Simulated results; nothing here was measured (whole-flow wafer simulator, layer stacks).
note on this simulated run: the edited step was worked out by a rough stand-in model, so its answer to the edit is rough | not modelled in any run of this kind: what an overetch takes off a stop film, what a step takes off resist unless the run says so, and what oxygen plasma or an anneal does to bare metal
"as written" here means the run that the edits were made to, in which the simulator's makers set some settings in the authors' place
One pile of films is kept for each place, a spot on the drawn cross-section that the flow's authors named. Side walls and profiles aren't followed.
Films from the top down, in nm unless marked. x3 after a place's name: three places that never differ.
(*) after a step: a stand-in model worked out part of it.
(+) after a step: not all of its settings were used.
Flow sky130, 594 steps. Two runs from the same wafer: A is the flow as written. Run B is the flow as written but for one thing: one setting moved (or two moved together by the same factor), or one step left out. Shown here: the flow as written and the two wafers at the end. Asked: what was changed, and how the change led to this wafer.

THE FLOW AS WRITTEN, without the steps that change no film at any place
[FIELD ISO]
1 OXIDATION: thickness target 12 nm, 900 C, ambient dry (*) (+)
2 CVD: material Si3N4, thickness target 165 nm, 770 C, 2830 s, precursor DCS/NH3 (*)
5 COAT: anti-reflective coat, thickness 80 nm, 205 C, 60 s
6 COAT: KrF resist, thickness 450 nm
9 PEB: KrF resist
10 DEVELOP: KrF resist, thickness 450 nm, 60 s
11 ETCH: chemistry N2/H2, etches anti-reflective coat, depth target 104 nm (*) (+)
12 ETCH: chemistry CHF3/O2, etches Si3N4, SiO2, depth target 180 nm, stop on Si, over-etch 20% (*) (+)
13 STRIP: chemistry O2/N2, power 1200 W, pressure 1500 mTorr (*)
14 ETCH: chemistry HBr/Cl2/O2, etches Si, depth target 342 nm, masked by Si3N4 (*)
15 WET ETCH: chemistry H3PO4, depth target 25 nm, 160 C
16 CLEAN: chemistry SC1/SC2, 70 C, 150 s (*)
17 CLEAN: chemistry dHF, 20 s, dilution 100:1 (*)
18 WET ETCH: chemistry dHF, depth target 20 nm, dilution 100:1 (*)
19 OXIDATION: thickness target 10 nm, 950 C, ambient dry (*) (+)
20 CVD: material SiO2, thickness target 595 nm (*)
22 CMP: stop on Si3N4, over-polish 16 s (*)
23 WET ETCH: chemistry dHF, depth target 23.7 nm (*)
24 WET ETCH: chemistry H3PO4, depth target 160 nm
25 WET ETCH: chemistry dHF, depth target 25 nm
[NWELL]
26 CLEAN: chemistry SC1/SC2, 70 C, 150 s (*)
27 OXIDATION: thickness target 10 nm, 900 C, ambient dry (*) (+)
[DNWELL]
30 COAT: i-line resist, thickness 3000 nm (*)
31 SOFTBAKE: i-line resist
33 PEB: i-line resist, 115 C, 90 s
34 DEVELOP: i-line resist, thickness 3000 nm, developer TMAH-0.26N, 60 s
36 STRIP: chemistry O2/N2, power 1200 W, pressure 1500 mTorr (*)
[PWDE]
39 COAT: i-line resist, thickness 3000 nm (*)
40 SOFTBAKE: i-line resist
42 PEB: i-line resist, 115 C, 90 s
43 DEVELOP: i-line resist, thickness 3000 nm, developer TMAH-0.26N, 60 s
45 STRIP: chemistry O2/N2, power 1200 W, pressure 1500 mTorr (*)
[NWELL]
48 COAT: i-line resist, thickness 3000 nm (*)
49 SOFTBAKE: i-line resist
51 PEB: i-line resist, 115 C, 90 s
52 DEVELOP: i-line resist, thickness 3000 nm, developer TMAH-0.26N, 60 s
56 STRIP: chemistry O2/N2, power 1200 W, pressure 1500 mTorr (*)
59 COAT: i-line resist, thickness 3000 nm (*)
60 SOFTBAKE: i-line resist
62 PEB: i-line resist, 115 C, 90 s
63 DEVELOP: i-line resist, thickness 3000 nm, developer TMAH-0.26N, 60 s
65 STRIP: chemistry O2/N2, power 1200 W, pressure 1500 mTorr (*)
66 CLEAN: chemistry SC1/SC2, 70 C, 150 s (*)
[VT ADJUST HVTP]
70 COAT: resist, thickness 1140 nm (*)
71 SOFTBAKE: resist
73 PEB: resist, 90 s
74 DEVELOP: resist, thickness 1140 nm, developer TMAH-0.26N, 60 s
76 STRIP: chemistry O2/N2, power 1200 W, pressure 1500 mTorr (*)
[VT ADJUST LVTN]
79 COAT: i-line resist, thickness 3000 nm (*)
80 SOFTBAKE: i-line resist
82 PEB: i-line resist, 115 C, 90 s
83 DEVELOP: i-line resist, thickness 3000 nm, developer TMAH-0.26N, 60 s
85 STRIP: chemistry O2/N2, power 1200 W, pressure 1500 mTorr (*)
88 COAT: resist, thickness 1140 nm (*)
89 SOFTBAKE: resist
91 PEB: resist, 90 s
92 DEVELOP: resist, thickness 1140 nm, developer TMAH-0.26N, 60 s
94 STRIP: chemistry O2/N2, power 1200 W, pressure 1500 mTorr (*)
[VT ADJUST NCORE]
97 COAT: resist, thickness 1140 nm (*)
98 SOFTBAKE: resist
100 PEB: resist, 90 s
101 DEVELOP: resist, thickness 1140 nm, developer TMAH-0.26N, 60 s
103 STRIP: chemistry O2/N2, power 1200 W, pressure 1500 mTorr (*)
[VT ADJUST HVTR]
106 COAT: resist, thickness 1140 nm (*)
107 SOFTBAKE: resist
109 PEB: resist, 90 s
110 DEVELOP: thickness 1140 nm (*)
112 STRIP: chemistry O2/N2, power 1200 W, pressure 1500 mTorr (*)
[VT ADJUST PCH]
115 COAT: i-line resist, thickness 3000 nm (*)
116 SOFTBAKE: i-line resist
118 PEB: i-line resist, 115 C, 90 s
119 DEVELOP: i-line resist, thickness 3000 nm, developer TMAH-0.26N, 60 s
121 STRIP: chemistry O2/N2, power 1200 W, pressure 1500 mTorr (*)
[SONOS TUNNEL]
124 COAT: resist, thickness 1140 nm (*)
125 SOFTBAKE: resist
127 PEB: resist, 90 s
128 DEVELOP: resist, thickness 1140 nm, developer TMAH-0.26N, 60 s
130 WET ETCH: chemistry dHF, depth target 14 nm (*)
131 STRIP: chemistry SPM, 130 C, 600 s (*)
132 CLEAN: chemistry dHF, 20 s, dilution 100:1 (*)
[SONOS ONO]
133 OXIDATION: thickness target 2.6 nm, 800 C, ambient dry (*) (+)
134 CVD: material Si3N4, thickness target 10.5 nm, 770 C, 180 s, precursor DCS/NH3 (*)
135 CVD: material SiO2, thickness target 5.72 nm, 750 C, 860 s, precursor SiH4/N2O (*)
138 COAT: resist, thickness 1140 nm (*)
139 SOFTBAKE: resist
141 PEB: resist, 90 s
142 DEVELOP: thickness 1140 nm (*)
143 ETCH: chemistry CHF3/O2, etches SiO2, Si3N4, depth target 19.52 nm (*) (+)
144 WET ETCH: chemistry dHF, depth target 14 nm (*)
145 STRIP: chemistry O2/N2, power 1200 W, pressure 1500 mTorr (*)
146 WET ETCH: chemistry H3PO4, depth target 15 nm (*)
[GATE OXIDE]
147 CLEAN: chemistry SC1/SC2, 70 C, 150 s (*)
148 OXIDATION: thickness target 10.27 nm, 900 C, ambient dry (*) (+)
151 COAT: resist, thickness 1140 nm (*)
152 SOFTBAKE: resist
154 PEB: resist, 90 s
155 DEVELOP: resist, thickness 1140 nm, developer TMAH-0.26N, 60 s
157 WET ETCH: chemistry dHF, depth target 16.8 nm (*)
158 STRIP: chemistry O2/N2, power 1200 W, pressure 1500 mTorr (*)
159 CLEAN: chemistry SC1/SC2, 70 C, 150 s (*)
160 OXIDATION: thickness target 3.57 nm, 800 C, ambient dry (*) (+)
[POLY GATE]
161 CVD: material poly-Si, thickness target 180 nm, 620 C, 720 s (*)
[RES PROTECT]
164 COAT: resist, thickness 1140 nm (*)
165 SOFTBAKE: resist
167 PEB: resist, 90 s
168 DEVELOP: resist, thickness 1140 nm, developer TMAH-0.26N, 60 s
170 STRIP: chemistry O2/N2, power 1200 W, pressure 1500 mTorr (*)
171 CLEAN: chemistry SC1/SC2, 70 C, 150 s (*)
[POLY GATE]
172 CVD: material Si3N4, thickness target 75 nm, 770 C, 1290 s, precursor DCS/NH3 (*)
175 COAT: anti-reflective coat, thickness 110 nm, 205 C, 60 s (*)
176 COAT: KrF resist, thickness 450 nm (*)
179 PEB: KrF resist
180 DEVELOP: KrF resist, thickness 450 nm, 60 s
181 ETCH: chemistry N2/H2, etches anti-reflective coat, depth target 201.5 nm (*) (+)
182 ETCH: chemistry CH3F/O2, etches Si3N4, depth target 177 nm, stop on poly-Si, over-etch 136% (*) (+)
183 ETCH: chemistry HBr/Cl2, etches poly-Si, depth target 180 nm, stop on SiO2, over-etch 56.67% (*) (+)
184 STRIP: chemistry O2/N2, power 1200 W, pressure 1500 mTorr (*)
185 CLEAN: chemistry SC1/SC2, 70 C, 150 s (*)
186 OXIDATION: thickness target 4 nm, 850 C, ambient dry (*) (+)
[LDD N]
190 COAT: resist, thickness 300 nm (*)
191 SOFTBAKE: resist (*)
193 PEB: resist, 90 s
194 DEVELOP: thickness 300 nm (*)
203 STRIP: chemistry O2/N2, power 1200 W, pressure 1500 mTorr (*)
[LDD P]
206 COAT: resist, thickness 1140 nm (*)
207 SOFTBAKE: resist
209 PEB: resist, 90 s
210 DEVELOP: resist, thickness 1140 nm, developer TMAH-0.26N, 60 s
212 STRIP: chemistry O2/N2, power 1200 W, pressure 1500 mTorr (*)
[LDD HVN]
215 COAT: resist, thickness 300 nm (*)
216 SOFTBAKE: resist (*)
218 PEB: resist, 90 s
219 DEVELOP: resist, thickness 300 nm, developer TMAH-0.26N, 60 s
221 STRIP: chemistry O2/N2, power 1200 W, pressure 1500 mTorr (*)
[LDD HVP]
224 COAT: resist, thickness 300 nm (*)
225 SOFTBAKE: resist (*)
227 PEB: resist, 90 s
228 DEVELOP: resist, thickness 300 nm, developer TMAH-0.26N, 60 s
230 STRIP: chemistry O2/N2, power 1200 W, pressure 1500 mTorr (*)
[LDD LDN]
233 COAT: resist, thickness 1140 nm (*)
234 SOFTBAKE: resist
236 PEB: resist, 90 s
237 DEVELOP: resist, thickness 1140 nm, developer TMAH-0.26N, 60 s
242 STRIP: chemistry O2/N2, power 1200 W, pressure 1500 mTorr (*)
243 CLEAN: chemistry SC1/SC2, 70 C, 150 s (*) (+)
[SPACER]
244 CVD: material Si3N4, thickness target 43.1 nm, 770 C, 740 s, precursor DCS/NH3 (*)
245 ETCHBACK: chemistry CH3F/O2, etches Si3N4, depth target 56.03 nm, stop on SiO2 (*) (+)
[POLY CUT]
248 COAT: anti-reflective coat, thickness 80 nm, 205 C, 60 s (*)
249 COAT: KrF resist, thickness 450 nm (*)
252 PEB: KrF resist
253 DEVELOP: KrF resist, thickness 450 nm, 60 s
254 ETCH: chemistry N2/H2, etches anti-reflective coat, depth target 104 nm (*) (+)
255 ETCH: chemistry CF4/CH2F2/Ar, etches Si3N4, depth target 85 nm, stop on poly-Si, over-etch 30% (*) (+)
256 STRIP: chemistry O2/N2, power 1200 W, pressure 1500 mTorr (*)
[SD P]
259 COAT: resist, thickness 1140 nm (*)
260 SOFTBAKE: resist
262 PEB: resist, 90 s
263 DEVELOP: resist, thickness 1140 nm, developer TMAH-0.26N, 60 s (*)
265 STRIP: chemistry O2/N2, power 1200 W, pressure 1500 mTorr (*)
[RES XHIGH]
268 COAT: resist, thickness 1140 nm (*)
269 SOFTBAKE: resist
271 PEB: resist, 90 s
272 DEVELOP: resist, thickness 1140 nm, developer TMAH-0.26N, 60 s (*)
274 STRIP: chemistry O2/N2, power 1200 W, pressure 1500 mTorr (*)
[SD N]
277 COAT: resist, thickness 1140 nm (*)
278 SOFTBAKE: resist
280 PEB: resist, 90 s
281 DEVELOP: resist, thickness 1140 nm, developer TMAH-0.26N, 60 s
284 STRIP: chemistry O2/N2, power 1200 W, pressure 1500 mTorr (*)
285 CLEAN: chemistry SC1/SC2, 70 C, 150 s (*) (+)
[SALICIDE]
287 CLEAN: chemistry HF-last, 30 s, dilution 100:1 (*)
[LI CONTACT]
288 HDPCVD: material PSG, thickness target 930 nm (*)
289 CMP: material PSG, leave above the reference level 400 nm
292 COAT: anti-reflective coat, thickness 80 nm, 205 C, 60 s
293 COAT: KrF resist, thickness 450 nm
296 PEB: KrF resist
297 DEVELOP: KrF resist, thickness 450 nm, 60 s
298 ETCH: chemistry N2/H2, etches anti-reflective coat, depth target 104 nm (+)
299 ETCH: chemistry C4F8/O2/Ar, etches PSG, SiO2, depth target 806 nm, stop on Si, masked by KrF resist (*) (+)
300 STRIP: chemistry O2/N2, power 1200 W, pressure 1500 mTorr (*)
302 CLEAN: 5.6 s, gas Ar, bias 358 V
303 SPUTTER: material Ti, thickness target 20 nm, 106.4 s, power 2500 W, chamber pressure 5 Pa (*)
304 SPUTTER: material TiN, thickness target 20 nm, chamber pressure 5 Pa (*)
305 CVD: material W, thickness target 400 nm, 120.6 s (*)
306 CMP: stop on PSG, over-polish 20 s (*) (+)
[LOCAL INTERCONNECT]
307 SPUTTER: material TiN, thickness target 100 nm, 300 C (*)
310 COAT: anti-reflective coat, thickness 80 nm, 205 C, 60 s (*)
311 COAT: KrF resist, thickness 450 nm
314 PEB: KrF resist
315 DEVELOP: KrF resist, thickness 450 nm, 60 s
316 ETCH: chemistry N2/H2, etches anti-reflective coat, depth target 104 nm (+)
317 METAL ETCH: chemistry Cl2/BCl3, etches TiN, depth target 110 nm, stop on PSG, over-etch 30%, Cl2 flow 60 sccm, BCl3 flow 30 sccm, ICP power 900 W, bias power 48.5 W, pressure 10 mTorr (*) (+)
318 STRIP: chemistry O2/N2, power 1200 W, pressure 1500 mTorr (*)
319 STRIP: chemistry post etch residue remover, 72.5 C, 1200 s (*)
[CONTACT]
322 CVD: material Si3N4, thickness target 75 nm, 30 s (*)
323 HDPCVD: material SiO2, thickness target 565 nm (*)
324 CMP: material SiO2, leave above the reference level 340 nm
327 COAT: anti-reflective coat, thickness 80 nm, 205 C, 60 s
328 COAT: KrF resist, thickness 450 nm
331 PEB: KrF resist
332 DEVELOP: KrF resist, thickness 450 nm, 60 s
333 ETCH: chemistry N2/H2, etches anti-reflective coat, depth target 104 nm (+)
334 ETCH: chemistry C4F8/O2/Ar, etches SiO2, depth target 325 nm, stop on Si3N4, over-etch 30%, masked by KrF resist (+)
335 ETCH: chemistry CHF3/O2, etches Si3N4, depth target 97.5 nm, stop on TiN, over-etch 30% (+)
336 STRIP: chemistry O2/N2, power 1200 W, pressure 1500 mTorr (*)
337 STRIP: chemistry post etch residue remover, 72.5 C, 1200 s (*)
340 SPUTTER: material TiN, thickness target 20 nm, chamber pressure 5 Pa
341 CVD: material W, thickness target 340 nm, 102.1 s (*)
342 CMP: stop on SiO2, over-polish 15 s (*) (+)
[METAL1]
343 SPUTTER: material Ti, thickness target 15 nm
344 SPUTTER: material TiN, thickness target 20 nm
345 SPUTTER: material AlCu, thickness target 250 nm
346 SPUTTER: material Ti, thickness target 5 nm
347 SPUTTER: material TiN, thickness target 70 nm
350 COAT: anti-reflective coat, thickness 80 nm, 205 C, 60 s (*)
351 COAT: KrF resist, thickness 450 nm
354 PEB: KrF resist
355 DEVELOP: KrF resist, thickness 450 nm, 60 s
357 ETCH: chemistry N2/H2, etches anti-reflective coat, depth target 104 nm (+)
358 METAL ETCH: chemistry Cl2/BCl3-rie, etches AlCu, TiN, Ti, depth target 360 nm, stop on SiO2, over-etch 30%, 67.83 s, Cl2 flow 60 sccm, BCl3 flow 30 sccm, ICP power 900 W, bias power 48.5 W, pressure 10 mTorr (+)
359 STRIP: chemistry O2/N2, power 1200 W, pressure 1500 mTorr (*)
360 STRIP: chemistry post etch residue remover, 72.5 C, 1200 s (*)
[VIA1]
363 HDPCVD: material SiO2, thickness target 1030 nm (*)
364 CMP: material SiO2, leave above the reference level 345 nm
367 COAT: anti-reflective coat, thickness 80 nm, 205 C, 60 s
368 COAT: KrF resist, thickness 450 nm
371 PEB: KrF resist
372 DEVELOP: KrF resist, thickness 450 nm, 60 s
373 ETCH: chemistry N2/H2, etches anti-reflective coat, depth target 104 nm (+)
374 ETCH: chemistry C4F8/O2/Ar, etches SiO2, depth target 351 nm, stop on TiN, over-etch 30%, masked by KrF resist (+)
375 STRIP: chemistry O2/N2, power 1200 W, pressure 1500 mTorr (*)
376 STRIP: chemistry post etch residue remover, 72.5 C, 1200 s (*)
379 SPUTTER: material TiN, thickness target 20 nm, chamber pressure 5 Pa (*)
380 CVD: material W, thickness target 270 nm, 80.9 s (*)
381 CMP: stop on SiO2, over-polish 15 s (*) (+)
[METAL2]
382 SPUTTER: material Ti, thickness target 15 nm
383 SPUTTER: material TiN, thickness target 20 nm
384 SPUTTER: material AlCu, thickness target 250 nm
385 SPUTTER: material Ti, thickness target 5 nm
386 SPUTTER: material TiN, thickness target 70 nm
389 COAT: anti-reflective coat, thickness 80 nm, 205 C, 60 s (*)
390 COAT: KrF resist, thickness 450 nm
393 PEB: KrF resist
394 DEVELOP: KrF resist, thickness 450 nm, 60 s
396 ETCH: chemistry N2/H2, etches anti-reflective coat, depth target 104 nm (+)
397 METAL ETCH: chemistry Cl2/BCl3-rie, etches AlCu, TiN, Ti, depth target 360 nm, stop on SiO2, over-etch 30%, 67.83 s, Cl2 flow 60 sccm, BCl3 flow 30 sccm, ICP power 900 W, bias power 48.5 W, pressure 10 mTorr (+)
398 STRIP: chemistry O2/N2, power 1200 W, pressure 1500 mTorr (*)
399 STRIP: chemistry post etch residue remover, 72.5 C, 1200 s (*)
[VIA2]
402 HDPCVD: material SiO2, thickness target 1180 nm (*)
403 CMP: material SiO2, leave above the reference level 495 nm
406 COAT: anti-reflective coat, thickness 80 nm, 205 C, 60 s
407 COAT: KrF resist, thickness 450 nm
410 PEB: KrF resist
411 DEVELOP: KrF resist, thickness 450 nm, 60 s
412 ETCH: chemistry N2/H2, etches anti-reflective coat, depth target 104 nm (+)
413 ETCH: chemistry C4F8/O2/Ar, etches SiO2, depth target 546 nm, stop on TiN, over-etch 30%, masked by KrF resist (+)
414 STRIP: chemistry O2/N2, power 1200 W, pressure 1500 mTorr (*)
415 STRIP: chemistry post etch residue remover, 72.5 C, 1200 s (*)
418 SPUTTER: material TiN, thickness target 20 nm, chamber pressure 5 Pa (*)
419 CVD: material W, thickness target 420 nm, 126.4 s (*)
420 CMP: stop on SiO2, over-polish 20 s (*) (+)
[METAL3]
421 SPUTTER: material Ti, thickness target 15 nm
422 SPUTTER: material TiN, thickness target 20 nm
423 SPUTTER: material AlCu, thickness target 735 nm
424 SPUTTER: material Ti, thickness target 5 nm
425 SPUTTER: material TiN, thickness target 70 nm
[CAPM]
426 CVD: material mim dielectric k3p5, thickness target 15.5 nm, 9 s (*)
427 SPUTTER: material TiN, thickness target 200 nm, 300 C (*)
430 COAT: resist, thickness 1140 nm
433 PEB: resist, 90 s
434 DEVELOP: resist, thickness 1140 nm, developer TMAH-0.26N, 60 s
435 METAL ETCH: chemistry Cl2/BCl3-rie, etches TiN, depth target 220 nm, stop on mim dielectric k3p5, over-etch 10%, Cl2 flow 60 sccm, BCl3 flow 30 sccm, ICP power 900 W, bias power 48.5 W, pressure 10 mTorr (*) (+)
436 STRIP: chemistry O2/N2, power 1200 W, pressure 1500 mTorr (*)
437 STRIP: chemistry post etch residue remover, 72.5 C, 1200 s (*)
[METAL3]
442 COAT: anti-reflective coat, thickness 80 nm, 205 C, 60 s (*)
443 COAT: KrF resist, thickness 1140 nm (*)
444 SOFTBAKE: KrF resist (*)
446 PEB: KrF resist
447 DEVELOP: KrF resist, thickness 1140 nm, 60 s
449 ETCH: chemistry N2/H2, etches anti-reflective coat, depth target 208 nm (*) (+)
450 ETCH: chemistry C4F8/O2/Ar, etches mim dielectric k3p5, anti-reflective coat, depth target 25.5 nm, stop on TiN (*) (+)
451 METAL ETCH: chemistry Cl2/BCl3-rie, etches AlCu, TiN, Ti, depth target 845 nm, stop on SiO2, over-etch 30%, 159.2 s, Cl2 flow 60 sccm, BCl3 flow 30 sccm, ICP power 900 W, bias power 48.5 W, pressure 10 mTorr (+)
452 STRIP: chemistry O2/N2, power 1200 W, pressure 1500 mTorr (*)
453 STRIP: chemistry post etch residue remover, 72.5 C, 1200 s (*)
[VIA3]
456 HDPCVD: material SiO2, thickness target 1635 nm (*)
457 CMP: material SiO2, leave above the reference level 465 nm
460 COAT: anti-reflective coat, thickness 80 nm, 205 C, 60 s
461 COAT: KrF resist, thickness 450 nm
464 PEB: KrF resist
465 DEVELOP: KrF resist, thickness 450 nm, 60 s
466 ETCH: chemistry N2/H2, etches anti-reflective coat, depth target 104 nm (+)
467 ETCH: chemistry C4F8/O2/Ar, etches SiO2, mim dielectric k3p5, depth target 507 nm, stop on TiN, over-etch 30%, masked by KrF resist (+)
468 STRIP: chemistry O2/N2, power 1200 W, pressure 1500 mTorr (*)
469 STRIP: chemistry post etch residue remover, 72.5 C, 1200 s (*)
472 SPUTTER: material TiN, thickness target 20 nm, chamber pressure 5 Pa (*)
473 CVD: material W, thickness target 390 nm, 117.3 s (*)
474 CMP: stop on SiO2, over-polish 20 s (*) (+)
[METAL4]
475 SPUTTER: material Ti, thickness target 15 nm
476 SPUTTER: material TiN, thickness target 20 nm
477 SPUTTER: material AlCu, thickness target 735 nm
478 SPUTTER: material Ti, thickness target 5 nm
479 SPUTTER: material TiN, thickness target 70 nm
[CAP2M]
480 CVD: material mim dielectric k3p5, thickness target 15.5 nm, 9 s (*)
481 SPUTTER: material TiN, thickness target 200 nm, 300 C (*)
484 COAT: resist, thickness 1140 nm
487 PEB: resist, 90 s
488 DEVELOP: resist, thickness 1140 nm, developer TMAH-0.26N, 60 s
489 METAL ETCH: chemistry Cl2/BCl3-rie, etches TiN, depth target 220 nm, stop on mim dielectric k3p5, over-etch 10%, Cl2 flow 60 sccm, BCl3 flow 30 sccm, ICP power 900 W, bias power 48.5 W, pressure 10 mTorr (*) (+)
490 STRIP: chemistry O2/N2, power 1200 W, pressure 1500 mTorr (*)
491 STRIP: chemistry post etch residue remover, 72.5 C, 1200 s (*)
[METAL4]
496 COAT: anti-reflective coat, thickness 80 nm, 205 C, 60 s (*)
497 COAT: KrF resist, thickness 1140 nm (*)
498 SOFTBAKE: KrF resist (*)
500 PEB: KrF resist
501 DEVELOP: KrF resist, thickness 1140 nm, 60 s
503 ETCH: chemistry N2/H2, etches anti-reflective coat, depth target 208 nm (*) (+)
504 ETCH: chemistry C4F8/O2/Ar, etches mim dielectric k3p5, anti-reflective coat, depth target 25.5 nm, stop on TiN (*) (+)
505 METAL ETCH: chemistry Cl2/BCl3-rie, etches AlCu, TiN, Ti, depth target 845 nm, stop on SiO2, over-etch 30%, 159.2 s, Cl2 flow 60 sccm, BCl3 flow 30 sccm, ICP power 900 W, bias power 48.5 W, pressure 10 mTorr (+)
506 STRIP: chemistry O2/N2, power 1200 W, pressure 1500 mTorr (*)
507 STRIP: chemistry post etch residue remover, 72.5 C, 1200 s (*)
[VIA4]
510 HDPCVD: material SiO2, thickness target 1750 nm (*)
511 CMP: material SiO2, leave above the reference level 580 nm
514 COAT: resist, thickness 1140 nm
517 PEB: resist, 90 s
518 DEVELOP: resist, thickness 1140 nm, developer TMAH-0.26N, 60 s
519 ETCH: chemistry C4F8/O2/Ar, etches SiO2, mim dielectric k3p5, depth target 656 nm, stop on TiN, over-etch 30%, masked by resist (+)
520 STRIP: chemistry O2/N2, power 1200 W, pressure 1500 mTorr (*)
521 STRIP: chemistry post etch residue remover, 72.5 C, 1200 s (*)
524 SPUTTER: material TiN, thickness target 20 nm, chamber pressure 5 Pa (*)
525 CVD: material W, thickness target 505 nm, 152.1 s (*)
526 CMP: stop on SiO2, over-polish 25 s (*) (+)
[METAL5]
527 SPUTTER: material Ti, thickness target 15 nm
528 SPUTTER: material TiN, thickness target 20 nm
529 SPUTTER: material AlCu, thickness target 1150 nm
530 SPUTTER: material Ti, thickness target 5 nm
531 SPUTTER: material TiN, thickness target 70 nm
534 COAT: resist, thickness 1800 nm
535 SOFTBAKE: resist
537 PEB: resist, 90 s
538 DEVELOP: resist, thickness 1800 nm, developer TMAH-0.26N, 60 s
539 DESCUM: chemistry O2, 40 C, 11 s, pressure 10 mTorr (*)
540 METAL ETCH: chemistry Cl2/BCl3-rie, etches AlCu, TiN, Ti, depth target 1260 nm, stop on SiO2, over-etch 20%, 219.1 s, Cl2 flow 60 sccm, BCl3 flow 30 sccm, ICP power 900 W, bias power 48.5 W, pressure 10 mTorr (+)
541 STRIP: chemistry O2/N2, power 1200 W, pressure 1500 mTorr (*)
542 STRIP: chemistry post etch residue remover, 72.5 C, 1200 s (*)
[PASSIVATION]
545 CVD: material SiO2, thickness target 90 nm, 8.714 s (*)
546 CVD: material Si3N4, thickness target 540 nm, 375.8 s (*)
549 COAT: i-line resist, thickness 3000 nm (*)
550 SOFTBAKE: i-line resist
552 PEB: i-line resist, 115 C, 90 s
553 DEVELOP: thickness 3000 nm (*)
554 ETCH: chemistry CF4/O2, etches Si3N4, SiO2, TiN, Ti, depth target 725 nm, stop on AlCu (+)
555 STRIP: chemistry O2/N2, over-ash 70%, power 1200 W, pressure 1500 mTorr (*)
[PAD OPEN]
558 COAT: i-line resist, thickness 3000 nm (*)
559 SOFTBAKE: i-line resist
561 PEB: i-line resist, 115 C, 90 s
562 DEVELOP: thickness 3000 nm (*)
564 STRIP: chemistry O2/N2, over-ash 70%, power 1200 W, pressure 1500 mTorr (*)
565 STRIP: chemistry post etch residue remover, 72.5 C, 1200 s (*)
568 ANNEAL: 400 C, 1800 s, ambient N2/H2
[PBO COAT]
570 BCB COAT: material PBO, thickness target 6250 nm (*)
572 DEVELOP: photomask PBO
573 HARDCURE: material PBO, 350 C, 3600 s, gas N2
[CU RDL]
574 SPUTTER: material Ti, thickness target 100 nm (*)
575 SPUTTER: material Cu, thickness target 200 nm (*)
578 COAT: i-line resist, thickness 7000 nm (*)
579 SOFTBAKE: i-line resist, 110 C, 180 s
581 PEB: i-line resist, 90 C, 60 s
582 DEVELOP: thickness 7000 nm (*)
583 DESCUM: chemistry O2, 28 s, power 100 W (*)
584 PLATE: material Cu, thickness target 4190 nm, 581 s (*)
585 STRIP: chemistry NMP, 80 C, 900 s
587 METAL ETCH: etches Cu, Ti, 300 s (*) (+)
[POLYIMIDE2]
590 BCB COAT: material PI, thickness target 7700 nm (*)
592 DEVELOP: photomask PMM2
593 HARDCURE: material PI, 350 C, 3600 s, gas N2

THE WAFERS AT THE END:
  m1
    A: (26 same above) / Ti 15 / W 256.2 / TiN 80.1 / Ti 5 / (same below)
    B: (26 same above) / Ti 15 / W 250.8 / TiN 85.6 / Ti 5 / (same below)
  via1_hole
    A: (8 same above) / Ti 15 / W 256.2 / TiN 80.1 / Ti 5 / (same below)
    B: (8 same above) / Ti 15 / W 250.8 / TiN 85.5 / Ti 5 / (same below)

The cause: step 379, SPUTTER: thickness target 30 nm was run, where the flow has thickness target 20 nm.

How the change led to this, step by step:
  379 SPUTTER: material TiN, thickness target 20 nm, chamber pressure 5 Pa (*)
      field, active, n_well and 186 more: A TiN +20 (new film) | B TiN +30 (new film)
      m1: A TiN +11 | B TiN +16.4
      (and at 1 more place)
  381 CMP: stop on SiO2, over-polish 15 s (*) (+)
      field, active, n_well and 186 more: A W -270 (all of it), TiN -20 (all of it), SiO2 -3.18 | B W -270 (all of it), TiN -30 (all of it), SiO2 -3.18
      m1, via1_hole: A W -293.6 | B W -303.6
